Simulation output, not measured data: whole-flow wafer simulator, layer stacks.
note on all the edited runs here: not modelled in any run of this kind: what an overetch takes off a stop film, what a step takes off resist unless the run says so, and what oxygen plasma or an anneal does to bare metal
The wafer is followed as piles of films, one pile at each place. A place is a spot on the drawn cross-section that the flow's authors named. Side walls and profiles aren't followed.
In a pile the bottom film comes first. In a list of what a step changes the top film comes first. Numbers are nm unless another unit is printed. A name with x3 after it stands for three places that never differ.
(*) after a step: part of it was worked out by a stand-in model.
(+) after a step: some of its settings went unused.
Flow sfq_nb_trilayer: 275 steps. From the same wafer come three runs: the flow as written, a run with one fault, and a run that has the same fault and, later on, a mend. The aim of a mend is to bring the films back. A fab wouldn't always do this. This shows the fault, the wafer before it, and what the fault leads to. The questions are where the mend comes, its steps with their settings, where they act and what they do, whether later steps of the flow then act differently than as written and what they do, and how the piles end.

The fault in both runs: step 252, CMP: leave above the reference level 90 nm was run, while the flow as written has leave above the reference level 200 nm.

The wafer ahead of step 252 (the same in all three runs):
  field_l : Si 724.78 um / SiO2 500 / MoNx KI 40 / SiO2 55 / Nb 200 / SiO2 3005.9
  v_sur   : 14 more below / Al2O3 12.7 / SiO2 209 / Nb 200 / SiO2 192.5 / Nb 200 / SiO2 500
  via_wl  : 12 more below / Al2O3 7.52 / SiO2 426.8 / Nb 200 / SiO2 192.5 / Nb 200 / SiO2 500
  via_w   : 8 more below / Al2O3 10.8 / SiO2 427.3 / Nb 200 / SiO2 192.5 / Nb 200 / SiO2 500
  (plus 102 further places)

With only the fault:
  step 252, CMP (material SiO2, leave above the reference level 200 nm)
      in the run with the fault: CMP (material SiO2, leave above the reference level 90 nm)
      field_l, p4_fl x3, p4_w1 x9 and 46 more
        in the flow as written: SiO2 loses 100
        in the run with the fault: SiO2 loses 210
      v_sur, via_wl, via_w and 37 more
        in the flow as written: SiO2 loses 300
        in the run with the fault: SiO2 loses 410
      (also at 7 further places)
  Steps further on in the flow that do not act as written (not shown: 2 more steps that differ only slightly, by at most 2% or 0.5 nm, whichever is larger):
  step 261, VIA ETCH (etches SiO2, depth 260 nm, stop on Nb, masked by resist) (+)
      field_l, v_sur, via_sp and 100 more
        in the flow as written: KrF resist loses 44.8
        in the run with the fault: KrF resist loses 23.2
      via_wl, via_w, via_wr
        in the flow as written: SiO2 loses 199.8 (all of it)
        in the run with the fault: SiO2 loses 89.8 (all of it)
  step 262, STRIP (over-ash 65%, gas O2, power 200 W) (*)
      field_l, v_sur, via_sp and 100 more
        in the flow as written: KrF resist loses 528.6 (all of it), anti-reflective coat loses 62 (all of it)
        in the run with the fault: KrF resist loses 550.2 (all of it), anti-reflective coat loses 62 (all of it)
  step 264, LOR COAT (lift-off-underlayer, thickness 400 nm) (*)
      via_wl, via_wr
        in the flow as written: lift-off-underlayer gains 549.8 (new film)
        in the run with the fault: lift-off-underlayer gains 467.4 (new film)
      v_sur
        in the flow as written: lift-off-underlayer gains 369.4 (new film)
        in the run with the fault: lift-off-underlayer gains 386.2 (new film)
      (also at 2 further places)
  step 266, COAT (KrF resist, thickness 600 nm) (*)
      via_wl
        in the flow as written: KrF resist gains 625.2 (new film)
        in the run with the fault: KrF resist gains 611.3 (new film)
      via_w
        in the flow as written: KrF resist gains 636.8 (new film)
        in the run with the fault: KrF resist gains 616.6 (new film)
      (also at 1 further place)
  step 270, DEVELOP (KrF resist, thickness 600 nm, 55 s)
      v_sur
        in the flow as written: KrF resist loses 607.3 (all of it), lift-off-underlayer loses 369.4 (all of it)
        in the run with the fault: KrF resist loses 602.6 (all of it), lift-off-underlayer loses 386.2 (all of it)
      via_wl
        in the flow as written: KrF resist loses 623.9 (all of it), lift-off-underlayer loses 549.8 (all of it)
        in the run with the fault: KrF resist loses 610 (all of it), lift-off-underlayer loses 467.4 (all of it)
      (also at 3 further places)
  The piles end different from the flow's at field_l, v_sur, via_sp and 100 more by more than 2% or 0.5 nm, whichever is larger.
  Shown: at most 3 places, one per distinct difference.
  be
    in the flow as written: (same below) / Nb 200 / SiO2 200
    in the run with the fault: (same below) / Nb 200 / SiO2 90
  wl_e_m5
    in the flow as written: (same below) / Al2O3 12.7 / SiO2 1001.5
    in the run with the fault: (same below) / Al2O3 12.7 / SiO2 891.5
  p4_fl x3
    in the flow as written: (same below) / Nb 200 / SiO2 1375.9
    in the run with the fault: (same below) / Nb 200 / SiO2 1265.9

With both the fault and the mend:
  The mend stands after step 259.
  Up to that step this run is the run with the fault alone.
  step 259a, STRIP (over-ash 65%, gas O2, power 200 W) (*)
      field_l, v_sur, via_sp and 100 more
        KrF resist loses 625.1 (all of it), anti-reflective coat loses 62 (all of it)
      via_wl, via_w, via_wr
        anti-reflective coat loses 62 (all of it)
  step 259b, PECVD (material SiO2, thickness 110 nm, 150 C, 24.44 s, RF power 183.3 W, pressure 2.4 Torr, precursor SiH4/N2O) (the flow's step 251, run once more with other settings)
      field_l, v_sur, via_wl and 103 more
        SiO2 gains 110
  step 259c, COAT (anti-reflective coat, thickness 62 nm) (the flow's step 254, run once more)
      field_l, v_sur, via_wl and 103 more
        anti-reflective coat gains 62 (new film)
  step 259d, COAT (KrF resist, thickness 650 nm) (the flow's step 255, run once more)
      field_l, v_sur, via_wl and 103 more
        KrF resist gains 650 (new film)
  step 259e, SOFTBAKE (KrF resist) (the flow's step 256, run once more)
      does not change any film at any place that is followed
  step 259f, EXPOSE (photomask I7, dose 11.93 mJ/cm2, NA 0.6, wavelength 248 nm) (*) (the flow's step 257, run once more)
      does not change any film at any place that is followed
  step 259g, PEB (KrF resist, 90 s) (the flow's step 258, run once more)
      field_l, v_sur, via_wl and 103 more
        KrF resist loses 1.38
  step 259h, DEVELOP (KrF resist, thickness 650 nm, 60 s) (the flow's step 259, run once more)
      field_l, v_sur, via_sp and 100 more
        KrF resist loses 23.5
      via_wl, via_w, via_wr
        KrF resist loses 648.6 (all of it)
  Every later step of the flow that is run acts as written at every place that is followed.
  The piles end the same as the flow's at every place that both follow.
